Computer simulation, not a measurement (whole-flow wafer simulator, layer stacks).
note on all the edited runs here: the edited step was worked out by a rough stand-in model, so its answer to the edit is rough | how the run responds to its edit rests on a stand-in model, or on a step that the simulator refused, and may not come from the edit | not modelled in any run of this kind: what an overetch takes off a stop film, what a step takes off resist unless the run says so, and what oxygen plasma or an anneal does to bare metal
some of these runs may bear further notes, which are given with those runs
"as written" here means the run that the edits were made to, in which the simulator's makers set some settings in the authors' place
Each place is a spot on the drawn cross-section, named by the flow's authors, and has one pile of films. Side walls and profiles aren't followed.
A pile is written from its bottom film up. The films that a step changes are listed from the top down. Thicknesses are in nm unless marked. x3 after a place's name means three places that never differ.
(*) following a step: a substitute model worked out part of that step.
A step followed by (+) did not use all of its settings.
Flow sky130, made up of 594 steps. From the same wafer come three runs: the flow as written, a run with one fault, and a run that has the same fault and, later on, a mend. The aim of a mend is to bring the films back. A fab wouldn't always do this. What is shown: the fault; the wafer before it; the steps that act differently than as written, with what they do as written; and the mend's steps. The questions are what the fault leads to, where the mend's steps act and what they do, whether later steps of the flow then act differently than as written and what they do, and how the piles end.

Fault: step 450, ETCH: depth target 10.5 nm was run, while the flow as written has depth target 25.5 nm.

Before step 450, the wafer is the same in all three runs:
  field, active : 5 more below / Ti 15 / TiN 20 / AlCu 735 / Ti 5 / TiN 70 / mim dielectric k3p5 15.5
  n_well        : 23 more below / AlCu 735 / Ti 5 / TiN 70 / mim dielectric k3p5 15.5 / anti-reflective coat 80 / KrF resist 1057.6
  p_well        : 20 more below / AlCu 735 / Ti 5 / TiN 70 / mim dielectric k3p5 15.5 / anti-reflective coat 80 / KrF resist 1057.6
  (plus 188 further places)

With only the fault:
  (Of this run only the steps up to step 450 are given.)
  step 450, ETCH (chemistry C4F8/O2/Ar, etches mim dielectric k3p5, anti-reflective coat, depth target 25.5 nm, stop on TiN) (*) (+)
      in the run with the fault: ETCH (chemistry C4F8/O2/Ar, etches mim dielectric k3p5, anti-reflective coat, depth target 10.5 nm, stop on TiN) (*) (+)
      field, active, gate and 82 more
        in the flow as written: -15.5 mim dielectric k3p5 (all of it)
        in the run with the fault: -10.5 mim dielectric k3p5
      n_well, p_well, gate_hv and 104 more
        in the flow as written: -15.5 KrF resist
        in the run with the fault: -7 KrF resist
  Once step 450 is done, the piles at field, active, gate and 82 more depart from the flow's by more than 2% or 0.5 nm, whichever is larger.
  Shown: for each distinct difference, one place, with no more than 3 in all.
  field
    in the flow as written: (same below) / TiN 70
    in the run with the fault: (same below) / TiN 70 / mim dielectric k3p5 5

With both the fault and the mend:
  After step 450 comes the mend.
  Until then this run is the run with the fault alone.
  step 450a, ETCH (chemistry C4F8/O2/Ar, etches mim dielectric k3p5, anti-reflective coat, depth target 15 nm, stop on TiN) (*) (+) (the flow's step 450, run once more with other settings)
      n_well, p_well, gate_hv and 104 more
        -5 KrF resist
      field, active, gate and 82 more
        -5 mim dielectric k3p5 (all of it)
  Every later step of the flow that is run acts as written, at every place that is followed, to within 2% or 0.5 nm, whichever is larger.
  At every place that both follow, the piles at the end match the flow's.
